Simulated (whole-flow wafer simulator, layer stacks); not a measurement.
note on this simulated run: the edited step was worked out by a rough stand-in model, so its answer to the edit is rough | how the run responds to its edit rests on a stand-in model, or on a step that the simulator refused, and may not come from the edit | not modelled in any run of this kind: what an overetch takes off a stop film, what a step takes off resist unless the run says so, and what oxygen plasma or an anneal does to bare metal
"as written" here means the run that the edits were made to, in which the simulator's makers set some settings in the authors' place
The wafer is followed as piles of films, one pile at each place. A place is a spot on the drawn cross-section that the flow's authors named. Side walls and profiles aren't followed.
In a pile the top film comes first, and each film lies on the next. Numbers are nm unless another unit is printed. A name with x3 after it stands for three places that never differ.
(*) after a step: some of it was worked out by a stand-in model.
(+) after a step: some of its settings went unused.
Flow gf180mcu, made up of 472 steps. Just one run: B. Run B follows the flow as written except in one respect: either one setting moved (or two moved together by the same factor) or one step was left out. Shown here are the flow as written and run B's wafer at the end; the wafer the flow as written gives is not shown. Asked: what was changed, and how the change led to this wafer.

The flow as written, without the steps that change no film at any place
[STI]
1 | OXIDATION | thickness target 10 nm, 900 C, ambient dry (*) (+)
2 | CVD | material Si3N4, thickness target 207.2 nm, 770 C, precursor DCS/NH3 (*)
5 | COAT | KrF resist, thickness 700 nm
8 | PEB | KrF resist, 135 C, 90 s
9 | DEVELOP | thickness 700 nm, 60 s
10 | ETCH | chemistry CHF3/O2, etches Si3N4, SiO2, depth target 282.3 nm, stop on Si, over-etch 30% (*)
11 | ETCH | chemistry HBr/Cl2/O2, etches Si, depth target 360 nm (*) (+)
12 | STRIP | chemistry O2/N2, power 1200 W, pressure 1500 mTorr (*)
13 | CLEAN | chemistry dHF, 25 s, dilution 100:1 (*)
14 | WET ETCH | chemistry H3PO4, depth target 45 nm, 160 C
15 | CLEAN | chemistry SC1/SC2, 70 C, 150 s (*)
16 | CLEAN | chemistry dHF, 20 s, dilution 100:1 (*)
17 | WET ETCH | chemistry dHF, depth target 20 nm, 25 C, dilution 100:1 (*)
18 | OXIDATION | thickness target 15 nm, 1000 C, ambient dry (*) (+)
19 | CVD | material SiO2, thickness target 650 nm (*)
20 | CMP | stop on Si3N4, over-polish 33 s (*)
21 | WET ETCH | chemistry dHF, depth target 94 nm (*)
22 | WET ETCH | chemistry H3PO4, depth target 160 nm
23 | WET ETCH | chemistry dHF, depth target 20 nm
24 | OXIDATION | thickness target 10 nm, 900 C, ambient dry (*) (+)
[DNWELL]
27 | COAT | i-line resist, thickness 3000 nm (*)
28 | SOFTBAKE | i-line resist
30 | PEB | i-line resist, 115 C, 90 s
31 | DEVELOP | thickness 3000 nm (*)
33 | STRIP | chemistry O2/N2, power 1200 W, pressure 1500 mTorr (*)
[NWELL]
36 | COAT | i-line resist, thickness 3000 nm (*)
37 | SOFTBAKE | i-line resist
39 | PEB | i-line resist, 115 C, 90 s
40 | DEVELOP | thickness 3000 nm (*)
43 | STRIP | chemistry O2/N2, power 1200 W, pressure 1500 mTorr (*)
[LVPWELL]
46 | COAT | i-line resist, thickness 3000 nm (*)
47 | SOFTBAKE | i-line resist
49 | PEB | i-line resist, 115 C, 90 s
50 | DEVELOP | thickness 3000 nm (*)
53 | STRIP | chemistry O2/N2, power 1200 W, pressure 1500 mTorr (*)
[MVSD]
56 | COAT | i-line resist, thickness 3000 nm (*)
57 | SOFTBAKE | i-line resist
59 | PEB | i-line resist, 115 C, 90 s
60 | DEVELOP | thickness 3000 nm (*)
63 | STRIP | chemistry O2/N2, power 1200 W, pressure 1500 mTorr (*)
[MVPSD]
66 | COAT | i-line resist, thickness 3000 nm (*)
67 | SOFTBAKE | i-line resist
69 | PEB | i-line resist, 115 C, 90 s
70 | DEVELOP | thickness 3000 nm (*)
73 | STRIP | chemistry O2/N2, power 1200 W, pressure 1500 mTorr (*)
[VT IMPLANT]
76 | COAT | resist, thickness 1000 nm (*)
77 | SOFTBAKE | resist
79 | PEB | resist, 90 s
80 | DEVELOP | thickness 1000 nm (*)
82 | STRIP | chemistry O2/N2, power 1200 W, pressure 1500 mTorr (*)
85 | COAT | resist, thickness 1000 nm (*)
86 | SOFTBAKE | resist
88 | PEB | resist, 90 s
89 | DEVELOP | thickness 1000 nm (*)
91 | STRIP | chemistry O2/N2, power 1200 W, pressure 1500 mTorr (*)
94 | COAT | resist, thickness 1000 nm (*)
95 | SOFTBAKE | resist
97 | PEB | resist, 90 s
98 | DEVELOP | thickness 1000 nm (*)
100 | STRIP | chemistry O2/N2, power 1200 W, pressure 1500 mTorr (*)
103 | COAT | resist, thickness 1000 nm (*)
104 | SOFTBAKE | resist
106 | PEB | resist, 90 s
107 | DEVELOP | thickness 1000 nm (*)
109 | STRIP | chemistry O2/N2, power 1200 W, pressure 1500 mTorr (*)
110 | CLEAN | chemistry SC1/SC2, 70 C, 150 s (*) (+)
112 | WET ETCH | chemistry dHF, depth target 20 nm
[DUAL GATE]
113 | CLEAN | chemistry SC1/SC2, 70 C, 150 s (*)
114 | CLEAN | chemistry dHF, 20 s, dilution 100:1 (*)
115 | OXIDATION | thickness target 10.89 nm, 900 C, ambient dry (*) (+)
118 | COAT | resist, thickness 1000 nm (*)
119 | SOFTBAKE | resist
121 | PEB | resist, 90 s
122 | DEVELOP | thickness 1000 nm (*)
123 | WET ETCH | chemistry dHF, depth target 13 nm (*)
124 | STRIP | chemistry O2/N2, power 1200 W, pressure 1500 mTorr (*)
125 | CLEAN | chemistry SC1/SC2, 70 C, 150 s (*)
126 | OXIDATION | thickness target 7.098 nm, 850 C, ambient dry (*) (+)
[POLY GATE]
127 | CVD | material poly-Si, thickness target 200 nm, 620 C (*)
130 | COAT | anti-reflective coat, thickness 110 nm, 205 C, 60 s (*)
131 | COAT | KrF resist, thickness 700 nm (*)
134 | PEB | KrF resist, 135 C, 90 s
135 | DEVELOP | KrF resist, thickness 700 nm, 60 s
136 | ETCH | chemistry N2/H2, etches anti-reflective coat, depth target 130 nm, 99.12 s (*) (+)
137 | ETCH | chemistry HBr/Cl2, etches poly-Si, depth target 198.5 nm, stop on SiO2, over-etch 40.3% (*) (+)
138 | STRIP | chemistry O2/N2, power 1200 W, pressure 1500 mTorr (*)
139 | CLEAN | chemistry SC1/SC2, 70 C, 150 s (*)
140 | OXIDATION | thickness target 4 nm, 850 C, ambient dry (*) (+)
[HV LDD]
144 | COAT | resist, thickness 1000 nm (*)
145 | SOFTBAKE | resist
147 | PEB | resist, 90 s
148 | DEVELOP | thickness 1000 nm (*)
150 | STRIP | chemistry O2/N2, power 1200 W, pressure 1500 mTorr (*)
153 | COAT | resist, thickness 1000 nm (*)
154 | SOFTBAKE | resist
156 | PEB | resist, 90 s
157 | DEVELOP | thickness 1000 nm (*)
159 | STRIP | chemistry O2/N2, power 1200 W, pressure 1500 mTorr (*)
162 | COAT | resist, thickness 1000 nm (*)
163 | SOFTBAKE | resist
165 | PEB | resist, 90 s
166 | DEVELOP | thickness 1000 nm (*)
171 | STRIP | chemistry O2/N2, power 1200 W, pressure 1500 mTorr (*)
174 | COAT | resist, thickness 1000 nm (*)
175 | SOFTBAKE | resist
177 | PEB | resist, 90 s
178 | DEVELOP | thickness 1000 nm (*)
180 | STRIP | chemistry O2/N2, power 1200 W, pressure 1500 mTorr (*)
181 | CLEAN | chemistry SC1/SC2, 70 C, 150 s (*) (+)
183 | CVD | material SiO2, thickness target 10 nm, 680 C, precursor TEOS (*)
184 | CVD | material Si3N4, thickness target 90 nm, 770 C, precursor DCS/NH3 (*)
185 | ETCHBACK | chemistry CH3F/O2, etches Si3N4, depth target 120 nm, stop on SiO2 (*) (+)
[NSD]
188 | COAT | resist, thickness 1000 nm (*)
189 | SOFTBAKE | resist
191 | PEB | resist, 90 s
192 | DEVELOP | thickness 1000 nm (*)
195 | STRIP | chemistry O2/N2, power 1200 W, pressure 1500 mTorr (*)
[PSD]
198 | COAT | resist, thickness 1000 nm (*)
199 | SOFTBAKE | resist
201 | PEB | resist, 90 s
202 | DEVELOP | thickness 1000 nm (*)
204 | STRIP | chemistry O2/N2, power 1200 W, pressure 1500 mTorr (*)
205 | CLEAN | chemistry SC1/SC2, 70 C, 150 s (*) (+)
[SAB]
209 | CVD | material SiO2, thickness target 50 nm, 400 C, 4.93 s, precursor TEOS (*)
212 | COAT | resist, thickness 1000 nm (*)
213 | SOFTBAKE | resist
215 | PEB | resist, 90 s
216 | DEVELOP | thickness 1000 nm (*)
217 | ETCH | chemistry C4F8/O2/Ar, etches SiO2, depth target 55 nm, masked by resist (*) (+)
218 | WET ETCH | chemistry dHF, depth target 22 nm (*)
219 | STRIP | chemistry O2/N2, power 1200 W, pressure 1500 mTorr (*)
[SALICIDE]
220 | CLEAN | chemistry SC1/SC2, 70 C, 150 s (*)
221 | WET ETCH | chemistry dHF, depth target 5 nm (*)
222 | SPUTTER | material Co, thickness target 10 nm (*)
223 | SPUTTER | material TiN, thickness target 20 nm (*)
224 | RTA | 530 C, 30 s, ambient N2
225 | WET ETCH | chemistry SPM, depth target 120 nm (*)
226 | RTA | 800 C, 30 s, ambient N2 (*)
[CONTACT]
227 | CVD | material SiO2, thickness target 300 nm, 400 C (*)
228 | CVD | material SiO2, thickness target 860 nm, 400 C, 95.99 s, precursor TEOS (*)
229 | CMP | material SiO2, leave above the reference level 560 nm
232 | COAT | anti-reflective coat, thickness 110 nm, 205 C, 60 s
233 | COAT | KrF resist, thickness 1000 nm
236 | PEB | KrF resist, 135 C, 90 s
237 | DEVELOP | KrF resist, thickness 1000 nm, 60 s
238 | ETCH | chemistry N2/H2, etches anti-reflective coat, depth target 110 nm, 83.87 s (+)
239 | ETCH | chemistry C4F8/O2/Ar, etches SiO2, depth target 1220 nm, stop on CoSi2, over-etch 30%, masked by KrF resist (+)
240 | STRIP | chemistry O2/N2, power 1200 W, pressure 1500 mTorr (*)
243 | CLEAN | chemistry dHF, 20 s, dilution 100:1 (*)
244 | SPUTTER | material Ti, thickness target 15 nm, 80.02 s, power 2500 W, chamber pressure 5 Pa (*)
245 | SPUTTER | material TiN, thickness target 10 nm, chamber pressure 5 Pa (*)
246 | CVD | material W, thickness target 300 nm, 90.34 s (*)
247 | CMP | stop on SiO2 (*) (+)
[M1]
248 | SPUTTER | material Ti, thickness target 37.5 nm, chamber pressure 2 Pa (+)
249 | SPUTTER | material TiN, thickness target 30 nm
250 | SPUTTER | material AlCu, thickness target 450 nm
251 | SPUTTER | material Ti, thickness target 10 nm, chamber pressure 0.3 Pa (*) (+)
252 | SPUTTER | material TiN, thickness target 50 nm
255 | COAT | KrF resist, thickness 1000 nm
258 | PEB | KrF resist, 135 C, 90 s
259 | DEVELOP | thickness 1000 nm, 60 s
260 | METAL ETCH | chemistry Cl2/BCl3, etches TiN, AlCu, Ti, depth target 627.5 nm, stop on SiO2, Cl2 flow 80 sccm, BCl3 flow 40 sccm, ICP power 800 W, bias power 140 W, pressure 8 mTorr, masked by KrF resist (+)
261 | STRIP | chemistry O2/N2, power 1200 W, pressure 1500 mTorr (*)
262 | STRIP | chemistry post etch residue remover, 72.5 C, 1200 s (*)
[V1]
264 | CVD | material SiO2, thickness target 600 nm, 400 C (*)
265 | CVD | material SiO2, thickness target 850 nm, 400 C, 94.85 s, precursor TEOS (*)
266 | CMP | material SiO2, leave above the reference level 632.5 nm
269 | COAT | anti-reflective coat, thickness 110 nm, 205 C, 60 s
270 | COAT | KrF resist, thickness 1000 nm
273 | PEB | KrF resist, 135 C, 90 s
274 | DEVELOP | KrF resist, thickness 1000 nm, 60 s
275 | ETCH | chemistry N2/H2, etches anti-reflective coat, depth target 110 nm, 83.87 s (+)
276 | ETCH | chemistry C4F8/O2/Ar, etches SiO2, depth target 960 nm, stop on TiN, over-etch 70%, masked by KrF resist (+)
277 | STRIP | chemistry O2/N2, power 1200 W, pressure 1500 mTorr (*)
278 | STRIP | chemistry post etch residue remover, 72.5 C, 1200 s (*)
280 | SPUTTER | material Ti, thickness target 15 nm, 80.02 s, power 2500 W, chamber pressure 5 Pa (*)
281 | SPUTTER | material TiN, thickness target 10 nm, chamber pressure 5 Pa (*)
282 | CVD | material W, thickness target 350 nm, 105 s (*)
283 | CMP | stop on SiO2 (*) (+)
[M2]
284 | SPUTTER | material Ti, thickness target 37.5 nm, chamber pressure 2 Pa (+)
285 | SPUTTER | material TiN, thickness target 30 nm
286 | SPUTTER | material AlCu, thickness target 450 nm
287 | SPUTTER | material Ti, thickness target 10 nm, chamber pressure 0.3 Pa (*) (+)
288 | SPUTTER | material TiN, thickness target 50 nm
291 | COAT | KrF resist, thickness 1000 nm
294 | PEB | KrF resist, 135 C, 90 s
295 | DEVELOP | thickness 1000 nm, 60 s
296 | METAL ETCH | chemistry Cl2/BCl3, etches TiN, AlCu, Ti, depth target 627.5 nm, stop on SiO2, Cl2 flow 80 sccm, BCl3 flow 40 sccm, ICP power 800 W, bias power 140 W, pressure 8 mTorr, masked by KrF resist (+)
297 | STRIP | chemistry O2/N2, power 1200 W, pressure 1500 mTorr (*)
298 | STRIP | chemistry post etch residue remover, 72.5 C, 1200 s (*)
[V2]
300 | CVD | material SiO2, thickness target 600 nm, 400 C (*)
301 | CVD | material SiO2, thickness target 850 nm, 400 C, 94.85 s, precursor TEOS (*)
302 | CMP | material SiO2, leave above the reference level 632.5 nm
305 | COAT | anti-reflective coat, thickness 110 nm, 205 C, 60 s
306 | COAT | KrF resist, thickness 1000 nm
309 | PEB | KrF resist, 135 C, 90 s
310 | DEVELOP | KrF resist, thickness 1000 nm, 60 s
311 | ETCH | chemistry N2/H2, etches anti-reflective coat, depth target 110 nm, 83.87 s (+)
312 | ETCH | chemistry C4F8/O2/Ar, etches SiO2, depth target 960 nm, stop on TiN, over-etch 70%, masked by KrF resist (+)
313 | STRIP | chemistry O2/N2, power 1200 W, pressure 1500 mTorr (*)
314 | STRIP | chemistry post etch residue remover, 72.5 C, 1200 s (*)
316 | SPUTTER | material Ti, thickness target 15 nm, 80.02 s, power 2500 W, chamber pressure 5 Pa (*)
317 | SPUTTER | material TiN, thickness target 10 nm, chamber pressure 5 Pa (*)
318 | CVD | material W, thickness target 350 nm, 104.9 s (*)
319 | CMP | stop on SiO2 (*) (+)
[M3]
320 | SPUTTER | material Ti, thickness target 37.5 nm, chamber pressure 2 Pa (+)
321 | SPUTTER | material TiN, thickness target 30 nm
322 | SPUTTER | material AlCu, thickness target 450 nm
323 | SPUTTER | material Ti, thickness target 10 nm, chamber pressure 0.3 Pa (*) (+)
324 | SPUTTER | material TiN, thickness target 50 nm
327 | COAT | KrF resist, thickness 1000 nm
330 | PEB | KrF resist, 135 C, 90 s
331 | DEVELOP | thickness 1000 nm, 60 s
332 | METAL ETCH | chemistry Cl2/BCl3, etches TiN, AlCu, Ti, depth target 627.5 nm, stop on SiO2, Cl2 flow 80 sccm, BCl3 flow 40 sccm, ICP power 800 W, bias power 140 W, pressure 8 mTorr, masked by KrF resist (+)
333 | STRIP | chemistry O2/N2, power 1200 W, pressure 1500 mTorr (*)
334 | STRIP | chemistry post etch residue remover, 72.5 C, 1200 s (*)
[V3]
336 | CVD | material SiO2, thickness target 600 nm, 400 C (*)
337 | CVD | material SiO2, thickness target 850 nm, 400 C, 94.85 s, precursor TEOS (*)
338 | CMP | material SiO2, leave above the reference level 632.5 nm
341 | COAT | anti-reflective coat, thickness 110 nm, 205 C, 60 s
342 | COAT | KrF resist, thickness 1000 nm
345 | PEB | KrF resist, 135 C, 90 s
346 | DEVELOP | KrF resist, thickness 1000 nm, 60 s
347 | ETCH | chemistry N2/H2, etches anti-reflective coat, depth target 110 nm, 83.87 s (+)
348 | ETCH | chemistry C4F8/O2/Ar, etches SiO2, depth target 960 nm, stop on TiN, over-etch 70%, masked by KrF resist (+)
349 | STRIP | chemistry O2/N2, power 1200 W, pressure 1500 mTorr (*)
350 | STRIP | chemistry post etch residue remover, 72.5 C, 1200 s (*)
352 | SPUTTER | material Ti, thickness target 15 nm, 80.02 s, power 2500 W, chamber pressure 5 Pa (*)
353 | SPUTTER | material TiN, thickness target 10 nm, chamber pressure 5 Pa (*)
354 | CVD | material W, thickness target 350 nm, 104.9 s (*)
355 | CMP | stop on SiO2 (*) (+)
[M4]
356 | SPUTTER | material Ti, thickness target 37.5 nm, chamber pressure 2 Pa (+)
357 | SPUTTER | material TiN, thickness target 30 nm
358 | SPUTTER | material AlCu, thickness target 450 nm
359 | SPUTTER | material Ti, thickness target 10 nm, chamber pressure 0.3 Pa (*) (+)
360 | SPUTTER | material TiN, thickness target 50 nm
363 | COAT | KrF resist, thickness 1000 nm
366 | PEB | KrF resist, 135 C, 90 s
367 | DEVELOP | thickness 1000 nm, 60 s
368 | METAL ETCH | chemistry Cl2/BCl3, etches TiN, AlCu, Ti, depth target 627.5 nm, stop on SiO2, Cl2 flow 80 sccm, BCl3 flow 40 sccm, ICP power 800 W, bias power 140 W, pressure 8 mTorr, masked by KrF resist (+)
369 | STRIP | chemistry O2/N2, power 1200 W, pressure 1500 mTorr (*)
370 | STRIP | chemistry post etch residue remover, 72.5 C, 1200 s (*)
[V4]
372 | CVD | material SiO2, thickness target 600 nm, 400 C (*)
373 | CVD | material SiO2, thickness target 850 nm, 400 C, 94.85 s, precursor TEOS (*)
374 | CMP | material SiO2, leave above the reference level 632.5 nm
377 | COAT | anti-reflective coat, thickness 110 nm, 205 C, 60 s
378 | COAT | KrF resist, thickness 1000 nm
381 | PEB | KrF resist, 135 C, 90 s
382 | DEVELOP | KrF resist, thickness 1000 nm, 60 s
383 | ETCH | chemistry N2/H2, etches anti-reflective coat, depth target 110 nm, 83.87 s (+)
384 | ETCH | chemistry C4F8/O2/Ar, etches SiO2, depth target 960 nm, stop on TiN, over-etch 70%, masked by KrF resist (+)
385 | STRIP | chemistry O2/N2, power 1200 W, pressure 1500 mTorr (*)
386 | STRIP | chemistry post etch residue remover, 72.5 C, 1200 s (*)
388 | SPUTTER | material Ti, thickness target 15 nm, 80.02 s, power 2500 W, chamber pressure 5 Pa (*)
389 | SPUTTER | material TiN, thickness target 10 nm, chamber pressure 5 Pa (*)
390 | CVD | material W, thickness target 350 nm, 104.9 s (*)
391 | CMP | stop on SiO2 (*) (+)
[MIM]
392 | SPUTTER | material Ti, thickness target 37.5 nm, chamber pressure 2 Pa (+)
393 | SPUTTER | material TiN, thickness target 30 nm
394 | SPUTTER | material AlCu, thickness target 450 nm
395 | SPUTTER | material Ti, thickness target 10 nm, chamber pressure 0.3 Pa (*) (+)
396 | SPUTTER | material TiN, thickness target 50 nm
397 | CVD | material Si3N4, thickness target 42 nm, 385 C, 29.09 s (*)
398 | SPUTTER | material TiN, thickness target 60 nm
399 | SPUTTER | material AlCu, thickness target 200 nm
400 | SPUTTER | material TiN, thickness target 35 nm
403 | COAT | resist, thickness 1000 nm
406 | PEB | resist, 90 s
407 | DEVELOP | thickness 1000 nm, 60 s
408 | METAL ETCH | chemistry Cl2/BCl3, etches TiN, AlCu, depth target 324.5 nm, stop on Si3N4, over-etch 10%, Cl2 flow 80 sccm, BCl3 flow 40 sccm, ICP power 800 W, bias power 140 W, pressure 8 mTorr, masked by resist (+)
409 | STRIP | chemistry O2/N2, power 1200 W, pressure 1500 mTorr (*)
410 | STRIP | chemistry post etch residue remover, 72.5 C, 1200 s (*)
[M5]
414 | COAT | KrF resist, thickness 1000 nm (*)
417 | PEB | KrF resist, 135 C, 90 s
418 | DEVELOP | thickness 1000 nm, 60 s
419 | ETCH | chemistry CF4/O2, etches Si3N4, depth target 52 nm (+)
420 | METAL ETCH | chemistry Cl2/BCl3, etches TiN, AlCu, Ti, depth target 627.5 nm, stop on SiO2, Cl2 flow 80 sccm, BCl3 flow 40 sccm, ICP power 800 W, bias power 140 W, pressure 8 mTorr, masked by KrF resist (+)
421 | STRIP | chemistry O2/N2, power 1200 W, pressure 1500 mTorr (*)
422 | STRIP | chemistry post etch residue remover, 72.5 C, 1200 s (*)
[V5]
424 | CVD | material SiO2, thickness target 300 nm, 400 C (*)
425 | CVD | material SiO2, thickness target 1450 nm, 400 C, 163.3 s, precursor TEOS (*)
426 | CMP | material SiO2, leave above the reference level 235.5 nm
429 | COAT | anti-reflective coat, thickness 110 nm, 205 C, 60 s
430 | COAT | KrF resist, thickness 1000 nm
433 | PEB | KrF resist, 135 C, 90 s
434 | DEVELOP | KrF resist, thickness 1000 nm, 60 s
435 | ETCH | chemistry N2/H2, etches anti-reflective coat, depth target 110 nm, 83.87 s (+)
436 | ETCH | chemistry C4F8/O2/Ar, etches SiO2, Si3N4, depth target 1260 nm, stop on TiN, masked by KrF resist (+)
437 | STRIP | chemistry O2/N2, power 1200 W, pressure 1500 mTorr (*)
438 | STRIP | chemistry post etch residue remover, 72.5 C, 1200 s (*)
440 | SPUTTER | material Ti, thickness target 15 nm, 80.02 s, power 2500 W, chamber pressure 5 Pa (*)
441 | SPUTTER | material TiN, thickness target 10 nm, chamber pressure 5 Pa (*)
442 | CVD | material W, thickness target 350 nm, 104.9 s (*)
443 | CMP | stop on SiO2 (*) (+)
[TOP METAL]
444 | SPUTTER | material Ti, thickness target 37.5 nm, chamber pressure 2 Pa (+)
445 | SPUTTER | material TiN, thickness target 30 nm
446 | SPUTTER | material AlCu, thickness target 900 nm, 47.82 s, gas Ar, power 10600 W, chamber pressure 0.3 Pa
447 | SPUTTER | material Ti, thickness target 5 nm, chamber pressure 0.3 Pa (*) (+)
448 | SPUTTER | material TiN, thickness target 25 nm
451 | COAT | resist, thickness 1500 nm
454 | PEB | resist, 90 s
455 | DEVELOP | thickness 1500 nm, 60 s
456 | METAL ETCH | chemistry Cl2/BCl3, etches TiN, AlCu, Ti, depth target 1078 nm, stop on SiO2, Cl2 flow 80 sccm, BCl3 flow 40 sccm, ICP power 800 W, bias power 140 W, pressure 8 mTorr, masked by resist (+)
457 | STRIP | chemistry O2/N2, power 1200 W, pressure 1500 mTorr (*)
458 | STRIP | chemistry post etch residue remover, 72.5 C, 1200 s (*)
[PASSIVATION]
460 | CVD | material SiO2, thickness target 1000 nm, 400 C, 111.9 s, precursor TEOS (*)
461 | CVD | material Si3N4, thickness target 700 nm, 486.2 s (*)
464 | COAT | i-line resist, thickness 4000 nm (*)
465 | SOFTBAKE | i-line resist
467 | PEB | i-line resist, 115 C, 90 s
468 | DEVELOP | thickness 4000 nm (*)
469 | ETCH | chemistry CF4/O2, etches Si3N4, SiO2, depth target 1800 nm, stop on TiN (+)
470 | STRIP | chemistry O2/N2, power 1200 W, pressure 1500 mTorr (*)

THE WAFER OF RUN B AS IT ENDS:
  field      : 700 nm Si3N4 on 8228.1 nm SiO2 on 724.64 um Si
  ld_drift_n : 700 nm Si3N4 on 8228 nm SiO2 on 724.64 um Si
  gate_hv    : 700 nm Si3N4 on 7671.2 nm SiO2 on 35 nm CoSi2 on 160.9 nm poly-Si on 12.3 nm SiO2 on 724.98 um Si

What caused this: step 126, OXIDATION: thickness target 4.76 nm was run, while the flow as written has thickness target 7.098 nm.

How this came from the change, step by step:
  126 | OXIDATION | thickness target 7.098 nm, 850 C, ambient dry (*) (+)
      gate_hv, active_hv, active_nat and 25 more: +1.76 SiO2, -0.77 Si (in the flow as written it would be: +3.72 SiO2, -1.64 Si)
      active, n_well, p_well and 12 more: +4.76 SiO2 (new film), -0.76 chemical SiO2 (all of it), -1.76 Si (in the flow as written it would be: +7.1 SiO2 (new film), -0.76 chemical SiO2 (all of it), -2.79 Si)
  189 | SOFTBAKE | resist
      field__w9: -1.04 resist (in the flow as written it would be: +1.85 resist)
      active_hv: +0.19 resist (in the flow as written it would be: +0.78 resist)
      (also at 1 further place)
  199 | SOFTBAKE | resist
      field__w9: -1.04 resist (in the flow as written it would be: +1.85 resist)
      active_hv: +0.19 resist (in the flow as written it would be: +0.78 resist)
      (also at 1 further place)
  218 | WET ETCH | chemistry dHF, depth target 22 nm (*)
      active, p_well, sd_n, iso_ptap_pw, iso_ntap_nw, iso_ptap_sub, vpnp_e: -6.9 SiO2 (all of it) (in the flow as written it would be: -9.01 SiO2 (all of it))
      ldn_tap, ldn_src, ldn_drn, ldp_tap, ldp_src, ldp_drn, ldp_gr: -14.1 SiO2 (all of it) (in the flow as written it would be: -16 SiO2 (all of it))
      (also at 9 further places)
  223 | SPUTTER | material TiN, thickness target 20 nm (*)
      field__w12: +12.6 TiN (new film) (in the flow as written it would be: +12 TiN (new film))
  225 | WET ETCH | chemistry SPM, depth target 120 nm (*)
      field__w12: -12.6 TiN (all of it), -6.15 Co (all of it) (in the flow as written it would be: -12 TiN (all of it), -6.15 Co (all of it))
